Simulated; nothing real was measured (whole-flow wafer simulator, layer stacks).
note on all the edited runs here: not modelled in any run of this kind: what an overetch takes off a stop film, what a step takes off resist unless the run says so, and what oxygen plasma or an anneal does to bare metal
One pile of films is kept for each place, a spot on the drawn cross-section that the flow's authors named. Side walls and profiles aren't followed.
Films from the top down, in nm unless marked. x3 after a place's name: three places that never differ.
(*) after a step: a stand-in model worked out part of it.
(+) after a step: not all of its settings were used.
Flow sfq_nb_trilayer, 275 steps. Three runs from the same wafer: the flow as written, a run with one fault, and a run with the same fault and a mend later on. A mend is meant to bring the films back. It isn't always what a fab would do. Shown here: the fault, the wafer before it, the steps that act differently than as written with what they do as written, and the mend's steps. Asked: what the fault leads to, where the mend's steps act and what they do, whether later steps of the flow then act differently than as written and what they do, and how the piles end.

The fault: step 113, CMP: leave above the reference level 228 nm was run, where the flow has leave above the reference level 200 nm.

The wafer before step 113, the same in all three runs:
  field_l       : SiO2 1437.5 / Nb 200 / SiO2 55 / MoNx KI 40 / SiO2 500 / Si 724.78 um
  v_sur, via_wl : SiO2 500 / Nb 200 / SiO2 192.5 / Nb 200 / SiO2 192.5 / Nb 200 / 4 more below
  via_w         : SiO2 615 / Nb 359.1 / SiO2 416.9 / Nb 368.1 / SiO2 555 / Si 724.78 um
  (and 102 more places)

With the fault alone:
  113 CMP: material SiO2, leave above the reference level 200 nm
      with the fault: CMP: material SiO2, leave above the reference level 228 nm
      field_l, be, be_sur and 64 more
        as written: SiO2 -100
        with the fault: SiO2 -72
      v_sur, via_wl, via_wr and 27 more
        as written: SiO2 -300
        with the fault: SiO2 -272
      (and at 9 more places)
  Later steps of the flow that act differently than as written (3 more steps differ only slightly, by at most 2% or 0.5 nm, whichever is larger, and aren't shown):
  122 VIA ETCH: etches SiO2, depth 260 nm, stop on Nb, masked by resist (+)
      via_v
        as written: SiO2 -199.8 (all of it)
        with the fault: SiO2 -227.8 (all of it)
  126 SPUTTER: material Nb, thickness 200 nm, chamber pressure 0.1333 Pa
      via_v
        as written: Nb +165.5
        with the fault: Nb +159.5
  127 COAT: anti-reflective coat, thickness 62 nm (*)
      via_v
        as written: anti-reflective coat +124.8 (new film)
        with the fault: anti-reflective coat +130.8 (new film)
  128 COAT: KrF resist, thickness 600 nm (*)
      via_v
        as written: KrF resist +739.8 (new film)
        with the fault: KrF resist +763.1 (new film)
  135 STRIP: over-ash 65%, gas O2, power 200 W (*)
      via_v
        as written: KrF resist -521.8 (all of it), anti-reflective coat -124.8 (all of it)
        with the fault: KrF resist -545 (all of it), anti-reflective coat -130.8 (all of it)
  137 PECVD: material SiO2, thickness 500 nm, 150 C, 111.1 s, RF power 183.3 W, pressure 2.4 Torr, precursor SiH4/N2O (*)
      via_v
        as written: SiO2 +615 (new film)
        with the fault: SiO2 +649 (new film)
  At the end the piles differ from the flow's by more than 2% or 0.5 nm, whichever is larger, at v_sur, via_wl, via_w and 36 more.
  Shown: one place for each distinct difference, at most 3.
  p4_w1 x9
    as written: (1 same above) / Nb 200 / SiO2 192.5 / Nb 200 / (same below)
    with the fault: (1 same above) / Nb 200 / SiO2 220.5 / Nb 200 / (same below)
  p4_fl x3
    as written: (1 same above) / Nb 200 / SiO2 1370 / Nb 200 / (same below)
    with the fault: (1 same above) / Nb 200 / SiO2 1398 / Nb 200 / (same below)
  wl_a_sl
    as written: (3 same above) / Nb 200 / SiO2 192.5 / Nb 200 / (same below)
    with the fault: (3 same above) / Nb 200 / SiO2 220.5 / Nb 200 / (same below)

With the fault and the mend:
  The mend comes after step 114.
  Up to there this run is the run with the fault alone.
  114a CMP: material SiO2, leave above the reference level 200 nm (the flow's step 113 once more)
      field_l, v_sur, via_wl and 103 more
        SiO2 -28
  No later step of the flow acts differently than as written at any place that is followed.
  At the end the piles are the same as the flow's at every place that both follow.
